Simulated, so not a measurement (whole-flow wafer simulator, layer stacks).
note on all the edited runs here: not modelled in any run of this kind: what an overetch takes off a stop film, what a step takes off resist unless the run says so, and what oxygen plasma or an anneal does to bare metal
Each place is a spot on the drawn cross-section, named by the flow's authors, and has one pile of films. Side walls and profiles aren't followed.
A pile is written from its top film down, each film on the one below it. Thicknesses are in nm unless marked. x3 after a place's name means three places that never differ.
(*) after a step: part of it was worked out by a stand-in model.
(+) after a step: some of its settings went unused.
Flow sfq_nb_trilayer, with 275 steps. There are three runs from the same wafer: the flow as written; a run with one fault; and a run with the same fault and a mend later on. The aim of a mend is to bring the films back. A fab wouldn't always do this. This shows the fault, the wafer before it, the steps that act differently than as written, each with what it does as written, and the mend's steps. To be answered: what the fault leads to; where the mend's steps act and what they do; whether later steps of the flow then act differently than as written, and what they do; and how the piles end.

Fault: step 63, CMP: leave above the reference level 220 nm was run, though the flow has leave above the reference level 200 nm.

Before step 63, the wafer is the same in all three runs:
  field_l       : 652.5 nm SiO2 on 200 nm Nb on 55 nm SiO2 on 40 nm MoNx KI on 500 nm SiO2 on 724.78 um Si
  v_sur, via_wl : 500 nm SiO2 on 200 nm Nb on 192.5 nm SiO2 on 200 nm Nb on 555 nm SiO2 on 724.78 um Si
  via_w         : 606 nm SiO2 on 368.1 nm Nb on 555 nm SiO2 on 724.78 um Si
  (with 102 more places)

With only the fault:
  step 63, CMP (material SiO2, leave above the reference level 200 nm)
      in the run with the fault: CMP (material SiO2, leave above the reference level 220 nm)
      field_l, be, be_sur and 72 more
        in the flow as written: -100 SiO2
        in the run with the fault: -80 SiO2
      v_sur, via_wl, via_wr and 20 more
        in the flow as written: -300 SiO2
        in the run with the fault: -280 SiO2
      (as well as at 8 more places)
  Later steps of the flow acting differently than as written (not shown: 3 more steps that differ only slightly, by at most 2% or 0.5 nm, whichever is larger):
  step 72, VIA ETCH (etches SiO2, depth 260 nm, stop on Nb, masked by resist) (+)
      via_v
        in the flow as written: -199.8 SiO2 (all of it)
        in the run with the fault: -219.8 SiO2 (all of it)
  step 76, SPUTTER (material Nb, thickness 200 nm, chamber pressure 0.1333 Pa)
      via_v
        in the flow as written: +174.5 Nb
        in the run with the fault: +170.8 Nb
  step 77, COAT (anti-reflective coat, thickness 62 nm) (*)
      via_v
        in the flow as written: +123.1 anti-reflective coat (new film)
        in the run with the fault: +127.2 anti-reflective coat (new film)
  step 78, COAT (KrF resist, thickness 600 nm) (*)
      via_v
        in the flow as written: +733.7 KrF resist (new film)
        in the run with the fault: +750 KrF resist (new film)
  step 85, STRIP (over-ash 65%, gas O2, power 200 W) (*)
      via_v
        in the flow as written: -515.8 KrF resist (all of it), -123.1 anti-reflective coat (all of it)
        in the run with the fault: -532 KrF resist (all of it), -127.2 anti-reflective coat (all of it)
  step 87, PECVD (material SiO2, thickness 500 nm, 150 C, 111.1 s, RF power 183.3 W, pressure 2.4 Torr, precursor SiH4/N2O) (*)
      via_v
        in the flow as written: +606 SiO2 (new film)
        in the run with the fault: +629.8 SiO2 (new film)
  By the end, the piles at v_sur, via_wl, via_w and 29 more depart from the flow's by more than 2% or 0.5 nm, whichever is larger.
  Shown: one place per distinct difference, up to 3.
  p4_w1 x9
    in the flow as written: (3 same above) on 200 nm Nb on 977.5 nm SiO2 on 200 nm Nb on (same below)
    in the run with the fault: (3 same above) on 200 nm Nb on 997.5 nm SiO2 on 200 nm Nb on (same below)
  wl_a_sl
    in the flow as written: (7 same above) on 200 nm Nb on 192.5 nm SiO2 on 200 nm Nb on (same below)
    in the run with the fault: (7 same above) on 200 nm Nb on 212.5 nm SiO2 on 200 nm Nb on (same below)
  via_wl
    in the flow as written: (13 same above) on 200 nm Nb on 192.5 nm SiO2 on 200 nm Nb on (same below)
    in the run with the fault: (13 same above) on 200 nm Nb on 212.5 nm SiO2 on 200 nm Nb on (same below)

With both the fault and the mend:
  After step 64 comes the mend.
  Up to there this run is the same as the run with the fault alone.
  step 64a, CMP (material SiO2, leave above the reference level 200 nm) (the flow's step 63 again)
      field_l, v_sur, via_wl and 103 more
        -20 SiO2
  Later steps of the flow that are run all act as written at every place that is followed.
  The piles end the same as the flow's at every place that both follow.
